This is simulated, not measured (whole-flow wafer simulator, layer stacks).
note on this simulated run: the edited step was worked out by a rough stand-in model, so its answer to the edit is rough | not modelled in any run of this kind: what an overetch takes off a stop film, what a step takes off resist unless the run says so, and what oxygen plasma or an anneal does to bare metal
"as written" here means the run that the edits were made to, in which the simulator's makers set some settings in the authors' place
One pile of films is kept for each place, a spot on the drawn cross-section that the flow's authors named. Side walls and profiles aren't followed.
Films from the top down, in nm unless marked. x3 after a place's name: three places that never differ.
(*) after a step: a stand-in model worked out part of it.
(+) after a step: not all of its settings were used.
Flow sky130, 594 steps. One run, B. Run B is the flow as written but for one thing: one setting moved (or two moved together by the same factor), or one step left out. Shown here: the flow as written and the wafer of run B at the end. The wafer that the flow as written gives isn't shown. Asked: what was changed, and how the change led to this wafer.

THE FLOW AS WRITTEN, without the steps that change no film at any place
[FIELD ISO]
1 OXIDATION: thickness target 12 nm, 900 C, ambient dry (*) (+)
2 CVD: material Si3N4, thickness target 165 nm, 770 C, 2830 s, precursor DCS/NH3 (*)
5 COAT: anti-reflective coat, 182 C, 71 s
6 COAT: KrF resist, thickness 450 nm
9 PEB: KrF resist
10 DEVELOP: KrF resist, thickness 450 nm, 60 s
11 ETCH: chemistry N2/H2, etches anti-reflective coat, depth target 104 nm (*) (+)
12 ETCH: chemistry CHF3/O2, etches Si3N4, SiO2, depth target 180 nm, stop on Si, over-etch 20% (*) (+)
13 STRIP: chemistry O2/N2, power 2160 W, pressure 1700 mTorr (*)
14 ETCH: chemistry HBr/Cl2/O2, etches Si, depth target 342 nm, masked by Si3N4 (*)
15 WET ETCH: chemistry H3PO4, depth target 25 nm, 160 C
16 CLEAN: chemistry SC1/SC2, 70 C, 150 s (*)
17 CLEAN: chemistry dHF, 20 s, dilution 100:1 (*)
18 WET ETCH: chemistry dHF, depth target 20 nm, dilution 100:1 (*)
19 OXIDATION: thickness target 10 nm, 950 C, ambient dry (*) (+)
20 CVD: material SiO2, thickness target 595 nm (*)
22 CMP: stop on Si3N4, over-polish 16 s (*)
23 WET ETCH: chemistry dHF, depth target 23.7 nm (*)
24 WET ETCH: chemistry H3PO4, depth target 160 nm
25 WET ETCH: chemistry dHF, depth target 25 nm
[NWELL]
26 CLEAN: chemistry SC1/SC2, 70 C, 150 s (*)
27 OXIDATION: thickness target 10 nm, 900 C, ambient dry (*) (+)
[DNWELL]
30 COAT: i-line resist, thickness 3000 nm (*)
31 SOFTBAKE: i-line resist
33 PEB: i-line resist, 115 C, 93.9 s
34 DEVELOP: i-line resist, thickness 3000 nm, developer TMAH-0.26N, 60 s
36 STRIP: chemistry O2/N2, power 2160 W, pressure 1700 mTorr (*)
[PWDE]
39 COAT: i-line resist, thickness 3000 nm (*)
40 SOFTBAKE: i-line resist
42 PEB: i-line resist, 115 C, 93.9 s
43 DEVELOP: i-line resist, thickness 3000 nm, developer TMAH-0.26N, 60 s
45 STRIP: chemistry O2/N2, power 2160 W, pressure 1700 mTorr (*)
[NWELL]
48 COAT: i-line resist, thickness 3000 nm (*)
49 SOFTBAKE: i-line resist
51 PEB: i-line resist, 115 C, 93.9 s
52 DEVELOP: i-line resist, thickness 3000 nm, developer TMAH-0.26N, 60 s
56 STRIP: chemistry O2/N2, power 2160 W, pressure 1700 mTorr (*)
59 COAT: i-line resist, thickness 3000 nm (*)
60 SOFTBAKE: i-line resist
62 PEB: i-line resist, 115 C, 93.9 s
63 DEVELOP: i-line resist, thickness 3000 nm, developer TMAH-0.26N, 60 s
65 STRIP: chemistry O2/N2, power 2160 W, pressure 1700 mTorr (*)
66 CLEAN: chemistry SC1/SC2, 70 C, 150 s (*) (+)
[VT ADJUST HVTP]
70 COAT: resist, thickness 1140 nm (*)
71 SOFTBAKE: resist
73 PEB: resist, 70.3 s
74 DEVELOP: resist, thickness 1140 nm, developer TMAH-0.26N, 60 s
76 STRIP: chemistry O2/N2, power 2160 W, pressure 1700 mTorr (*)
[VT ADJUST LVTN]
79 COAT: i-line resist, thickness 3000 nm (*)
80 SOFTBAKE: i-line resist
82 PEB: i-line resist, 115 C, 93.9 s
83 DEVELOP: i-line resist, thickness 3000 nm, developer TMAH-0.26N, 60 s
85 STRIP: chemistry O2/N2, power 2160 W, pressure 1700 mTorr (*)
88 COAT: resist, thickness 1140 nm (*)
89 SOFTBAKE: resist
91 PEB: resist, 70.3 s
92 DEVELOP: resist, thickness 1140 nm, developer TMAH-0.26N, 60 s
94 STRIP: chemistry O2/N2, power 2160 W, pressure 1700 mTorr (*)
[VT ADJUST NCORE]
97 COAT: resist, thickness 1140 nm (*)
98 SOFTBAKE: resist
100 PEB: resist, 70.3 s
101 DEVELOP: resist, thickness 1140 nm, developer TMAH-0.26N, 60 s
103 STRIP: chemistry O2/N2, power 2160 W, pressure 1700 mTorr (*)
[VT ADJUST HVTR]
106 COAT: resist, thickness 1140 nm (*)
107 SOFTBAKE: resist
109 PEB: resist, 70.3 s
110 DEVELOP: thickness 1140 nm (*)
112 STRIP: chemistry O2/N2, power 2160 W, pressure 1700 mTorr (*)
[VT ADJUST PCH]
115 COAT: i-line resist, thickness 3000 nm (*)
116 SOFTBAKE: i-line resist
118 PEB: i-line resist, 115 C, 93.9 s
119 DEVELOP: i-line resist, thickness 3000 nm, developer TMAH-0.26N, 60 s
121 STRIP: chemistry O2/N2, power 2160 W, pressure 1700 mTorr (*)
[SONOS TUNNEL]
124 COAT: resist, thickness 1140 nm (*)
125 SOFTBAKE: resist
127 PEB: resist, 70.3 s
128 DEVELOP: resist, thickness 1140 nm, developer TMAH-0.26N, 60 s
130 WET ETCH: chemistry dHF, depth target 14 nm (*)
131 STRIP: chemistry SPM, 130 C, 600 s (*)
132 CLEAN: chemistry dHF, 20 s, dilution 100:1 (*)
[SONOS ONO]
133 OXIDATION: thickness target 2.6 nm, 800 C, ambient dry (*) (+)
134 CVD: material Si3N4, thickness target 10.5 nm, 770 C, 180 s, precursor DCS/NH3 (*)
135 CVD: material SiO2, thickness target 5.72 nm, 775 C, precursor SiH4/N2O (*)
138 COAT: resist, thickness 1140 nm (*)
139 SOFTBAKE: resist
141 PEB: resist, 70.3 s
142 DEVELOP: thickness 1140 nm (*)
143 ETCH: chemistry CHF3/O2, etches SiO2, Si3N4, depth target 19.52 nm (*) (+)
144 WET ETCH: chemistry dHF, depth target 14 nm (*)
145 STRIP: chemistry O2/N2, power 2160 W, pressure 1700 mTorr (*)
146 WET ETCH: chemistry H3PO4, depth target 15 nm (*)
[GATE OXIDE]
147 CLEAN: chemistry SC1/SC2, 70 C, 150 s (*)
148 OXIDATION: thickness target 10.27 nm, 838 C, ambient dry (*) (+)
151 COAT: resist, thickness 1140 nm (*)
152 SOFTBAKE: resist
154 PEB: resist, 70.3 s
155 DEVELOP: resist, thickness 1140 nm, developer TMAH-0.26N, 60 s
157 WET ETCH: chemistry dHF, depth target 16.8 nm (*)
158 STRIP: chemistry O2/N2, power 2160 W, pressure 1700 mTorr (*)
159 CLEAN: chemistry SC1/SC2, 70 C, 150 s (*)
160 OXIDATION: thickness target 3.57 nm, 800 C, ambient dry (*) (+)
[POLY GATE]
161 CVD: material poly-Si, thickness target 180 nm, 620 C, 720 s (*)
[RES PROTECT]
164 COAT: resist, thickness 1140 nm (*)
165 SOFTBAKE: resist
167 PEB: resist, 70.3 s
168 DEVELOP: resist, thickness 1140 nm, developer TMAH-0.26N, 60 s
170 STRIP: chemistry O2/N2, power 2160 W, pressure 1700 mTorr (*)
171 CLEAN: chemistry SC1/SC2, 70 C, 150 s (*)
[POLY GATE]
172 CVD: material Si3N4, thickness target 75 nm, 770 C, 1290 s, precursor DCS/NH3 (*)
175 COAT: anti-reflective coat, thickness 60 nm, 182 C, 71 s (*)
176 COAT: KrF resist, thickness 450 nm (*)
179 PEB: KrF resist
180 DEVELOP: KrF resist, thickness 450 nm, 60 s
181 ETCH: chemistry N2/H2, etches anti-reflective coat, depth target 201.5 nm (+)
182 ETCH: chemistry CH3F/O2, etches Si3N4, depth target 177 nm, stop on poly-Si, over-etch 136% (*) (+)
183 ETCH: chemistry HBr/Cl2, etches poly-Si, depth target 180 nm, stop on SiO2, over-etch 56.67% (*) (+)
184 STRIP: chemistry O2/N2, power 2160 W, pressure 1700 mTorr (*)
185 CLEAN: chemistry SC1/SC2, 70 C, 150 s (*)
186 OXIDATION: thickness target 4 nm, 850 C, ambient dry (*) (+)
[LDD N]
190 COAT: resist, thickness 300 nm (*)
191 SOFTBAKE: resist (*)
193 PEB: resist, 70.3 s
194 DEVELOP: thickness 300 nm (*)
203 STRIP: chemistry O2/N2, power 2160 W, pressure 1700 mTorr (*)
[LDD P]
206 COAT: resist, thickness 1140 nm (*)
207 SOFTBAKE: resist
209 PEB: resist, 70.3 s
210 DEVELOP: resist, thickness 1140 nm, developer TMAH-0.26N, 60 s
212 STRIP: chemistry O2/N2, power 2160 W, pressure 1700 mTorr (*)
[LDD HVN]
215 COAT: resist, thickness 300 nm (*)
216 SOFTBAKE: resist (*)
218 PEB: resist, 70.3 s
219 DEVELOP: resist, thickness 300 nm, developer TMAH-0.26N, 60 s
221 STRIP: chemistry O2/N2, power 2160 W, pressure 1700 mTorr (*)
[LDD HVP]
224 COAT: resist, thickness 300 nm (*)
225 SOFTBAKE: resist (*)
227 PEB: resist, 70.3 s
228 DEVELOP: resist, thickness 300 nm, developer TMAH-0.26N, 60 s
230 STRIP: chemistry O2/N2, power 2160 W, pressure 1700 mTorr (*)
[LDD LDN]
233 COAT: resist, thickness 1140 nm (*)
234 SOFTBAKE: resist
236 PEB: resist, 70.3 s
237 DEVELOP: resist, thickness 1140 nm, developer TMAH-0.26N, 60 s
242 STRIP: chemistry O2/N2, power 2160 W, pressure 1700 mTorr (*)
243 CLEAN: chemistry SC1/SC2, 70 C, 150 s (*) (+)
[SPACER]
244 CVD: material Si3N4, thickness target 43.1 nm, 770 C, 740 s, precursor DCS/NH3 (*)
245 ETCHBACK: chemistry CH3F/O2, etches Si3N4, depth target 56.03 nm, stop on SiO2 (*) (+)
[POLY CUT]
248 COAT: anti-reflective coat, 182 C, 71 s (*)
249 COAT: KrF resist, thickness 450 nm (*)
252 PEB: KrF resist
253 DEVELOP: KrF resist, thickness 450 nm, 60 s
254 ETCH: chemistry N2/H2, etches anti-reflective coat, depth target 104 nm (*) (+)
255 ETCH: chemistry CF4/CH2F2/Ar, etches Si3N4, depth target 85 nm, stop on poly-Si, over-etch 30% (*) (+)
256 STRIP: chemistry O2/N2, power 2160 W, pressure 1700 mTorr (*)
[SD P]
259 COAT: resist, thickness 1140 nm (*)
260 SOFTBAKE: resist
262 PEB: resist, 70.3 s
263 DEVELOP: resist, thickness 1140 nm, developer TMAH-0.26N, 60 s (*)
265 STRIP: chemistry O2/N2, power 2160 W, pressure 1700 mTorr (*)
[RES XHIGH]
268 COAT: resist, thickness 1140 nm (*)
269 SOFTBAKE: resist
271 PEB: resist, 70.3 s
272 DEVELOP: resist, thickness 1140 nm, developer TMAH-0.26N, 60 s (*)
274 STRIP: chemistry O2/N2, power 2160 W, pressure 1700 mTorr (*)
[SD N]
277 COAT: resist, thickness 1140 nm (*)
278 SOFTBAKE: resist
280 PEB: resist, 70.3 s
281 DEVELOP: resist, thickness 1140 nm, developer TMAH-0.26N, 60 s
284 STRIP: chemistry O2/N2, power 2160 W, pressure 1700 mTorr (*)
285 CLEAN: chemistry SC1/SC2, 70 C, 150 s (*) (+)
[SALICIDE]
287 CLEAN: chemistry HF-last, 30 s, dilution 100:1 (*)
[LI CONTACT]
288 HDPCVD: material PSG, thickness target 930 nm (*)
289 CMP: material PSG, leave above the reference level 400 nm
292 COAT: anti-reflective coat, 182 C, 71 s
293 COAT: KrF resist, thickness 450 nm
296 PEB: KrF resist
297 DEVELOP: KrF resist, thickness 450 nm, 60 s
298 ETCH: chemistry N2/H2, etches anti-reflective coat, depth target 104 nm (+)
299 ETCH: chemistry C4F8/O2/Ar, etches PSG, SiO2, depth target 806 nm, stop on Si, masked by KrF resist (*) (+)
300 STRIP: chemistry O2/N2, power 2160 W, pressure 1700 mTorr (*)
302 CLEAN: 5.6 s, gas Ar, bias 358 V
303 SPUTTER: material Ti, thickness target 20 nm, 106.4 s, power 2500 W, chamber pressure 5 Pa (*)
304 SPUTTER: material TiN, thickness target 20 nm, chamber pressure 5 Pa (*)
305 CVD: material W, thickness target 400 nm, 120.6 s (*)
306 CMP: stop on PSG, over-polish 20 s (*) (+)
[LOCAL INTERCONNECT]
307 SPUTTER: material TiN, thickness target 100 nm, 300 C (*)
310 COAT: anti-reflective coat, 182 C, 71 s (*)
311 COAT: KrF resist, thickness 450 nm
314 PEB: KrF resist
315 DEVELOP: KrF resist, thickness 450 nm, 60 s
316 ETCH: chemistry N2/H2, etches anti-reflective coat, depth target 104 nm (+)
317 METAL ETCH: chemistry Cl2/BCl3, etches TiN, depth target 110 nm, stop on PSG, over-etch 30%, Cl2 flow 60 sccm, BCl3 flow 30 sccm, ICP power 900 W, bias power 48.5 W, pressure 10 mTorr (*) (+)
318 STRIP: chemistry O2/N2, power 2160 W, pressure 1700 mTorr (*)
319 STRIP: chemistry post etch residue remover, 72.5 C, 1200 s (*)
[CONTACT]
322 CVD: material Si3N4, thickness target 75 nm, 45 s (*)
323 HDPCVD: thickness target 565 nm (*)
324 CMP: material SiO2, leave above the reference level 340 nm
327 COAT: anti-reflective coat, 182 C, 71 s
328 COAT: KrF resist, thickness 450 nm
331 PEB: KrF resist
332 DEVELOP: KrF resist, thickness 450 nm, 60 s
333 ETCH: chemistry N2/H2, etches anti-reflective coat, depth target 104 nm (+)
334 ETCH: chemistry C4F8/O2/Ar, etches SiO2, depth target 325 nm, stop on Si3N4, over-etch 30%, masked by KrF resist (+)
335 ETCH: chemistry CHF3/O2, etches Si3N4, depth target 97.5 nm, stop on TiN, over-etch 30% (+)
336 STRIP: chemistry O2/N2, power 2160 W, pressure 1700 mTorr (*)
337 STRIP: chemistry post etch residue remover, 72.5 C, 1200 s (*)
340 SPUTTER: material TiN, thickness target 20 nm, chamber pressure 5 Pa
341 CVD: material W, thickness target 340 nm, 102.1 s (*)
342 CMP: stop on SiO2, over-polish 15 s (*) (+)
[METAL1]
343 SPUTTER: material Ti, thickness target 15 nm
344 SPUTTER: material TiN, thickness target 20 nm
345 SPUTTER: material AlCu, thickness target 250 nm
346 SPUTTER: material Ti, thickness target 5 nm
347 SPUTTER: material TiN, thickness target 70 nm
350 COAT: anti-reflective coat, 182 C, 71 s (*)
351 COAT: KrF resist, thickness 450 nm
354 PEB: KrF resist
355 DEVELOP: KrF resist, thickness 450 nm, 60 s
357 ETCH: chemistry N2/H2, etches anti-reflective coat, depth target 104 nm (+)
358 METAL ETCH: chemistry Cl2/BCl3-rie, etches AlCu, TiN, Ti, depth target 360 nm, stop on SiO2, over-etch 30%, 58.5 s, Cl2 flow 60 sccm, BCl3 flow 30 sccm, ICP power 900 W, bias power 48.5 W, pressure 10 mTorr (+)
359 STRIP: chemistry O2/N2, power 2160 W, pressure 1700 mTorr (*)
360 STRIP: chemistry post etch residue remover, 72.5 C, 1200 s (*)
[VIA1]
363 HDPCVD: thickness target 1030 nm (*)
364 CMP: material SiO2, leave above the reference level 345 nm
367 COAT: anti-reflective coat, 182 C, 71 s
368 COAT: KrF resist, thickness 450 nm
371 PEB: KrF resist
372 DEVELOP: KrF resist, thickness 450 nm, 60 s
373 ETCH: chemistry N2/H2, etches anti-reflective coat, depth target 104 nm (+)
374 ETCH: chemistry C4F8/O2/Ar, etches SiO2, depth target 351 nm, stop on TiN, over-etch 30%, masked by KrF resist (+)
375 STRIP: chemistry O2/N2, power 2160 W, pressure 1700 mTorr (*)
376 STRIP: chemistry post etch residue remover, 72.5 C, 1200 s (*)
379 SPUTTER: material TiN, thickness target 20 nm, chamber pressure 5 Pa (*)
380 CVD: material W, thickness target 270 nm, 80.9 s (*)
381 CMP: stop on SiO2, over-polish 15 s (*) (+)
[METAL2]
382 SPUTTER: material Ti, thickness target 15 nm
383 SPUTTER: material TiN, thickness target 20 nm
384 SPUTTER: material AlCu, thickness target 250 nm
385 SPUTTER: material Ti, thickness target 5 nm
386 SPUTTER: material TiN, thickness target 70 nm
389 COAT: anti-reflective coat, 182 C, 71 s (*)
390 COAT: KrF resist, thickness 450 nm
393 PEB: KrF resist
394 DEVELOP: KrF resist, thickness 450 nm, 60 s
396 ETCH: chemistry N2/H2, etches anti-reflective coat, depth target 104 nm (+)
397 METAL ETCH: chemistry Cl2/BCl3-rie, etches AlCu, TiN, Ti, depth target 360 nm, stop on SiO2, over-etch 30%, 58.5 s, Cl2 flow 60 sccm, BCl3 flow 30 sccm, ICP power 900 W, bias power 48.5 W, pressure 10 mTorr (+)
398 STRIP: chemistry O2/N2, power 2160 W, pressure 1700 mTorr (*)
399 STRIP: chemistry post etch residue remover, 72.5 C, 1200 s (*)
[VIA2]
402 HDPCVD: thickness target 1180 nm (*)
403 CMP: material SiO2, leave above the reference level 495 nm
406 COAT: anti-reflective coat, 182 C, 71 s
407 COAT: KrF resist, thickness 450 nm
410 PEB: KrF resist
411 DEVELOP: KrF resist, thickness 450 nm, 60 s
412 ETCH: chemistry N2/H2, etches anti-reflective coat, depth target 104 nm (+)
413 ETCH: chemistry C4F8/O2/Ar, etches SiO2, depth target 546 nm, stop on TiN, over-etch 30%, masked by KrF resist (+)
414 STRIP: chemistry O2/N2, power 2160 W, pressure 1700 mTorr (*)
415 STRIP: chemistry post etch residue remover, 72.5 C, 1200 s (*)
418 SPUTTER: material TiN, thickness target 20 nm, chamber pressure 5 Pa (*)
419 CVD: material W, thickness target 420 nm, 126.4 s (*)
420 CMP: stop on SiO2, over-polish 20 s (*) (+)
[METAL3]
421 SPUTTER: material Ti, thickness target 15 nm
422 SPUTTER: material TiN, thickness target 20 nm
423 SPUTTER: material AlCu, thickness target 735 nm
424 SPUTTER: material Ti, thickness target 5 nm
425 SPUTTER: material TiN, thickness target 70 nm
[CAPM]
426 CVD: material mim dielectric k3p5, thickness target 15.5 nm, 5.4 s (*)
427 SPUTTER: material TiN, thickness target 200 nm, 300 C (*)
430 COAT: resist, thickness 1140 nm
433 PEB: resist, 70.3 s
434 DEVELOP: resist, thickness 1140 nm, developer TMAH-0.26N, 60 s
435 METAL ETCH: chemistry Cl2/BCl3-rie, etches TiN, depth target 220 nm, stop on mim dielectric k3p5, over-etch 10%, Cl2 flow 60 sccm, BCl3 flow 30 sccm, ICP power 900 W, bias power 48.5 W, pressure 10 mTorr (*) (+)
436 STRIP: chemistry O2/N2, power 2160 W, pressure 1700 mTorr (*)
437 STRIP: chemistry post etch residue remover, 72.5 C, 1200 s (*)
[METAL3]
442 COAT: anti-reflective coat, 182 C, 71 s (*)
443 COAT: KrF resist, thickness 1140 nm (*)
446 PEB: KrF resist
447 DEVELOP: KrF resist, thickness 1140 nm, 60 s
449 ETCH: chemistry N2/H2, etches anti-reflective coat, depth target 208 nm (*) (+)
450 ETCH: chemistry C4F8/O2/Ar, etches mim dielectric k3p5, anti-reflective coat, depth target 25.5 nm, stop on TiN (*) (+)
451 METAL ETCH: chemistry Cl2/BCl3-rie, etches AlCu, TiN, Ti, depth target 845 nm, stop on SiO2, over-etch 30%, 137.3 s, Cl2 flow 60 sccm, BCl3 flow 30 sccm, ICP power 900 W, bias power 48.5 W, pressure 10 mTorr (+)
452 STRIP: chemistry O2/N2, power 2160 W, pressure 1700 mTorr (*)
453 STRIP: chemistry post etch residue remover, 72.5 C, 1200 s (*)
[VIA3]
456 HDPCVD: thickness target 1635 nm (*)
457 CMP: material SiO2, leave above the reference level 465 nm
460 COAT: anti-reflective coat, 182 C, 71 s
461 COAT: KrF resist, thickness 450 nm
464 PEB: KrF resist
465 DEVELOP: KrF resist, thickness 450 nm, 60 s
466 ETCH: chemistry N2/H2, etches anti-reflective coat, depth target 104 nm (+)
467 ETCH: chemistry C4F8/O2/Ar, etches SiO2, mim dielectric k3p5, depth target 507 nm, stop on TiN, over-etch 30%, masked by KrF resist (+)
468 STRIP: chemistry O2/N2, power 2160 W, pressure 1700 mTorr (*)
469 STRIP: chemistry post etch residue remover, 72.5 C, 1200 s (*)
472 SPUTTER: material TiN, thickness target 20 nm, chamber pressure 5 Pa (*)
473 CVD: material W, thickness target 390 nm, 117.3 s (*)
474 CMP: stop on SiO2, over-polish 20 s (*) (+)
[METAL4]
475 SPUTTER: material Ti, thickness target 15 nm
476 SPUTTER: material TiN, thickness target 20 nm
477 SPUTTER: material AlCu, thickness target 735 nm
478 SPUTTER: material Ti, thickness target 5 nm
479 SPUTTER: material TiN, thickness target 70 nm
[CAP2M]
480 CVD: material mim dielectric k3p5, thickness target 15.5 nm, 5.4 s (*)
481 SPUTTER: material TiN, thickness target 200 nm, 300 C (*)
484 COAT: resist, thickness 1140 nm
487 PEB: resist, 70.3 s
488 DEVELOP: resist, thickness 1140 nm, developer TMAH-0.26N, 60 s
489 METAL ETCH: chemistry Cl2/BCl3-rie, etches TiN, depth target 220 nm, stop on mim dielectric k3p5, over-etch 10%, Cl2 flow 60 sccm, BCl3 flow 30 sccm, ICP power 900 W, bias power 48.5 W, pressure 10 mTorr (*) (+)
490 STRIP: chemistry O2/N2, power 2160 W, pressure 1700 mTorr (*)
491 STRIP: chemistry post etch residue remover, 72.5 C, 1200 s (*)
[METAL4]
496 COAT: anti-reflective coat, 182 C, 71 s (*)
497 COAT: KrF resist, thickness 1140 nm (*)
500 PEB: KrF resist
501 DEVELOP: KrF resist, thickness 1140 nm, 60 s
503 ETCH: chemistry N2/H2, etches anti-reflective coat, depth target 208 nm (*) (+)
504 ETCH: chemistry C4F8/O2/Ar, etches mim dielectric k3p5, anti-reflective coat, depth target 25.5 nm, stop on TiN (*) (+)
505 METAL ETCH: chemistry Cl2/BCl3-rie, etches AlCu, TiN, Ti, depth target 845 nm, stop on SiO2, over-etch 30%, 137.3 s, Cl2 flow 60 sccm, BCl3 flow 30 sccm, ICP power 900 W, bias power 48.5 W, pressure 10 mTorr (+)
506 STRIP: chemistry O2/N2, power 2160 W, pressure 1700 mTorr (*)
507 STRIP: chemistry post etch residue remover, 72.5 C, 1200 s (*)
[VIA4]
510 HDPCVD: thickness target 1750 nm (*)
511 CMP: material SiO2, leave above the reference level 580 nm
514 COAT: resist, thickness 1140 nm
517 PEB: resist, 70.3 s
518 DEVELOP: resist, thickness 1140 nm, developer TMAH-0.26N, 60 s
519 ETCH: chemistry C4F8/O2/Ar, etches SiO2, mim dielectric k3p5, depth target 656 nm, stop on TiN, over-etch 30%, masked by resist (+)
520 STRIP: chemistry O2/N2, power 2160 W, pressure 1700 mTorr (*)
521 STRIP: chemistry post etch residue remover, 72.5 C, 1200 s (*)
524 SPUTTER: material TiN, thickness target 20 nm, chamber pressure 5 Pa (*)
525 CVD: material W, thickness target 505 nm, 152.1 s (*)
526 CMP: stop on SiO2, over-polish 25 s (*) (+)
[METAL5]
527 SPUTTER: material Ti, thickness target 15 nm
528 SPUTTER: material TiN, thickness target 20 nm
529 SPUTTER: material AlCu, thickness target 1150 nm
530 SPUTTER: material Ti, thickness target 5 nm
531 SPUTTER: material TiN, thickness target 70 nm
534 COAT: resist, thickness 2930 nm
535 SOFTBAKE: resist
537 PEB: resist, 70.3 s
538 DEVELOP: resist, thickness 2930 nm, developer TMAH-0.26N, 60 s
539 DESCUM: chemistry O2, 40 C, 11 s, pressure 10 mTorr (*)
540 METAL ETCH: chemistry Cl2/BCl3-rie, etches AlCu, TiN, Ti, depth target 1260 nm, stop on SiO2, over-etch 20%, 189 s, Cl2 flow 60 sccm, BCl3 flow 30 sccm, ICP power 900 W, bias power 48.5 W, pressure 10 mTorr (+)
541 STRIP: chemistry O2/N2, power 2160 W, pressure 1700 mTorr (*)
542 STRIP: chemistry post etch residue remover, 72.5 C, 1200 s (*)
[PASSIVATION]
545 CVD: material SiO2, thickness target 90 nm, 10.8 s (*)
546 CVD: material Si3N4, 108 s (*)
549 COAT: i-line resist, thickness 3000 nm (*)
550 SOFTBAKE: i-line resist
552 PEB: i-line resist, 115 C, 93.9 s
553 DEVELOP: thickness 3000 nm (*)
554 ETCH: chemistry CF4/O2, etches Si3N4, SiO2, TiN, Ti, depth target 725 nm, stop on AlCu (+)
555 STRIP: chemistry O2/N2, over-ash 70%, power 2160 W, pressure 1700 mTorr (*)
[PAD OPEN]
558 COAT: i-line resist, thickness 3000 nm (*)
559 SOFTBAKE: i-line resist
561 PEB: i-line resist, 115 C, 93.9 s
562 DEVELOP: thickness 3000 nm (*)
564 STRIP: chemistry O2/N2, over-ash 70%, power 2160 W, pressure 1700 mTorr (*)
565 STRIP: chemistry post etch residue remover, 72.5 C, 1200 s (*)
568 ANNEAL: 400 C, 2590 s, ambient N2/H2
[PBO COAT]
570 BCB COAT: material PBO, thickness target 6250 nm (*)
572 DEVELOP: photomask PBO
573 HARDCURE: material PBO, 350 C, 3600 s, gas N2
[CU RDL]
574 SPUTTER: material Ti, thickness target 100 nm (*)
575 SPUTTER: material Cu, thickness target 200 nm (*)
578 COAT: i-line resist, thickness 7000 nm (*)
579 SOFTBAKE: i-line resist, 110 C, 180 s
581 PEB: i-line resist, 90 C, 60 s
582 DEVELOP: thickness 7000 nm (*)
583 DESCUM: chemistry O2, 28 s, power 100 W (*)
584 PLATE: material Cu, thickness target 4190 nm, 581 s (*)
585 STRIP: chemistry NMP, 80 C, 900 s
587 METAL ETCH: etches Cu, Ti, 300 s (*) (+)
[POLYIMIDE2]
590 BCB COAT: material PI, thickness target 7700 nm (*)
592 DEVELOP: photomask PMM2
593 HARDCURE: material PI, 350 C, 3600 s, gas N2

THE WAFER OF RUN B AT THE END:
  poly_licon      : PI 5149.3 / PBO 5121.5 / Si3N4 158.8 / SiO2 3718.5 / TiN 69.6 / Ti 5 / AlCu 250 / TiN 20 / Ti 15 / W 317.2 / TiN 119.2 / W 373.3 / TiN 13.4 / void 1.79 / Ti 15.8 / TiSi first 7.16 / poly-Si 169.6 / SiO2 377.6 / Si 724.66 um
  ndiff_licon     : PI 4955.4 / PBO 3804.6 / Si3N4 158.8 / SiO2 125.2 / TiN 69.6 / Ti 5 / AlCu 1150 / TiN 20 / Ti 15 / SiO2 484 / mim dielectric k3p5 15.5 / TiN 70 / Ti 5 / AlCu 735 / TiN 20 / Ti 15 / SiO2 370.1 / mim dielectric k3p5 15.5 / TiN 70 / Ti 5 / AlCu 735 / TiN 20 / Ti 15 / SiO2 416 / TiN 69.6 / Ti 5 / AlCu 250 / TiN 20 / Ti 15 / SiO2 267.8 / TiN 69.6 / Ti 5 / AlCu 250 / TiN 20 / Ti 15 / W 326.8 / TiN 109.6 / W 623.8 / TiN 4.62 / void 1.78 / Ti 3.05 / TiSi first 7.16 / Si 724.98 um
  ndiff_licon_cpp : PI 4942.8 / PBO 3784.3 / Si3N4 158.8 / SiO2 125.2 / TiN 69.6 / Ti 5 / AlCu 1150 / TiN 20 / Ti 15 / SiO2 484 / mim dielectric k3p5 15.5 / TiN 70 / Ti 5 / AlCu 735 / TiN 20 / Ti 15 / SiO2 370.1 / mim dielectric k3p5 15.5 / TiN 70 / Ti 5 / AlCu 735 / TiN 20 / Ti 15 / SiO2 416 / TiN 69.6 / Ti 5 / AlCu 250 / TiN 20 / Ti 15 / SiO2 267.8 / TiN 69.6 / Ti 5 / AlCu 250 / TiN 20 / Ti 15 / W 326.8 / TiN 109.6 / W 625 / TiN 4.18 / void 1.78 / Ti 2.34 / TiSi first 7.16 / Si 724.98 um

The cause: step 304, SPUTTER: thickness target 13.4 nm was run, where the flow has thickness target 20 nm.
It can be read off the wafer: poly_licon has TiN 13.4, and step 304 as written asks for 20 nm.

How the change led to this, step by step:
  304 SPUTTER: material TiN, thickness target 20 nm, chamber pressure 5 Pa (*)
      field, active, n_well and 185 more: TiN +13.4 (new film) (as written it would be: TiN +20 (new film))
      ndiff_licon: TiN +4.62 (new film) (as written it would be: TiN +6.83 (new film))
      (and at 2 more places)
  306 CMP: stop on PSG, over-polish 20 s (*) (+)
      field, active, n_well and 184 more: W -400 (all of it), TiN -13.4 (all of it), Ti -20 (all of it), PSG -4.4 (as written it would be: W -400 (all of it), TiN -20 (all of it), Ti -20 (all of it), PSG -4.4)
      poly_licon: W -26.7 (as written it would be: W -33.3)
